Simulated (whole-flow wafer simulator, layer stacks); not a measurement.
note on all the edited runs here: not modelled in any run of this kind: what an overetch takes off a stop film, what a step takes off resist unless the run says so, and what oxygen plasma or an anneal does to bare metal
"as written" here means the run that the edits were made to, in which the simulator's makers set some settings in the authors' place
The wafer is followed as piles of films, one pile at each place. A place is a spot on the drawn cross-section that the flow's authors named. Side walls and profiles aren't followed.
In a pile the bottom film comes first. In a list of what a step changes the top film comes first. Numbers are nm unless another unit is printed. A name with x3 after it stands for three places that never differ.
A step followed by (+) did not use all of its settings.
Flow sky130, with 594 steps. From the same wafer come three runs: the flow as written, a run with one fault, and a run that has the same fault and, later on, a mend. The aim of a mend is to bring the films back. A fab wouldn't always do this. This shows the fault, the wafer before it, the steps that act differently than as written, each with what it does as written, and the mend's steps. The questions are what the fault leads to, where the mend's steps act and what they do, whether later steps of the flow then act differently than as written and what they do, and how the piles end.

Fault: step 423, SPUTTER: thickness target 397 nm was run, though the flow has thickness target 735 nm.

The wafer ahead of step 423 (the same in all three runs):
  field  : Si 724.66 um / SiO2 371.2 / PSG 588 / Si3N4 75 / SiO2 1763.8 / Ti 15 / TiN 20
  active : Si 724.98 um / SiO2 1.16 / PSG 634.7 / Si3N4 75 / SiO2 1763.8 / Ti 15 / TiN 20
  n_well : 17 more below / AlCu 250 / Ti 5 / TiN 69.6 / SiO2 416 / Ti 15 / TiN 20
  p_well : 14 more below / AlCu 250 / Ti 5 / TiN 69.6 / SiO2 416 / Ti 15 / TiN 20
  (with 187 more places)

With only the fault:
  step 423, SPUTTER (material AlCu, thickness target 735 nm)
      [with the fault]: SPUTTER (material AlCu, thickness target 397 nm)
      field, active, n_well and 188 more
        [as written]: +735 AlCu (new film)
        [with the fault]: +397 AlCu (new film)
  Steps further on in the flow that do not act as written (not shown: 9 more steps that differ only slightly, by at most 2% or 0.5 nm, whichever is larger):
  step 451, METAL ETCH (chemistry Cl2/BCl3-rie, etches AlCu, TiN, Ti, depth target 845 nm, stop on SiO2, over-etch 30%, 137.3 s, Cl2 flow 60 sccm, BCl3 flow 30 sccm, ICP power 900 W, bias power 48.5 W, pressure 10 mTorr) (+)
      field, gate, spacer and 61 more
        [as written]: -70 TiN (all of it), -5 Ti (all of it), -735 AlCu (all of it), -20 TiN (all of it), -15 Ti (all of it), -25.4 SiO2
        [with the fault]: -70 TiN (all of it), -5 Ti (all of it), -397 AlCu (all of it), -20 TiN (all of it), -15 Ti (all of it), -59.1 SiO2
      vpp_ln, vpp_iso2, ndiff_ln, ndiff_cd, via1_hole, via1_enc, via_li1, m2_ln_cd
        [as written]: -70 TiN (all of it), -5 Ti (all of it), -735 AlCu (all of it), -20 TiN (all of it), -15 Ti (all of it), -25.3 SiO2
        [with the fault]: -70 TiN (all of it), -5 Ti (all of it), -397 AlCu (all of it), -20 TiN (all of it), -15 Ti (all of it), -59.1 SiO2
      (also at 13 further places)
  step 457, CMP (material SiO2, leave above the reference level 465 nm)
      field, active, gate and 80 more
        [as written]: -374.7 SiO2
        [with the fault]: -678.8 SiO2
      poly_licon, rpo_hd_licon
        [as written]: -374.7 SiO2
        [with the fault]: -678.9 SiO2
  At field, active, n_well and 190 more, the piles at the end differ from the flow's by more than 2% or 0.5 nm, whichever is larger.
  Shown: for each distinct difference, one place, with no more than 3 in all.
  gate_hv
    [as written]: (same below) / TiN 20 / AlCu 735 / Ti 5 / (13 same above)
    [with the fault]: (same below) / TiN 20 / AlCu 397 / Ti 5 / (13 same above)
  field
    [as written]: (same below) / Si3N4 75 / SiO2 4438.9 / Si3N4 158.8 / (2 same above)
    [with the fault]: (same below) / Si3N4 75 / SiO2 4100.9 / Si3N4 158.8 / (2 same above)
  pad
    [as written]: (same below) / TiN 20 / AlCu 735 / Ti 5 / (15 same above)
    [with the fault]: (same below) / TiN 20 / AlCu 397 / Ti 5 / (15 same above)

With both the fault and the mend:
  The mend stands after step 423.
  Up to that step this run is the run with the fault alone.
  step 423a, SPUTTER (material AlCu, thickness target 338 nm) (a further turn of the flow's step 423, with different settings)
      field, active, n_well and 188 more
        +338 AlCu
  Later steps of the flow that are run all act as written at every place that is followed.
  By the end, the piles equal the flow's at every place that both follow.
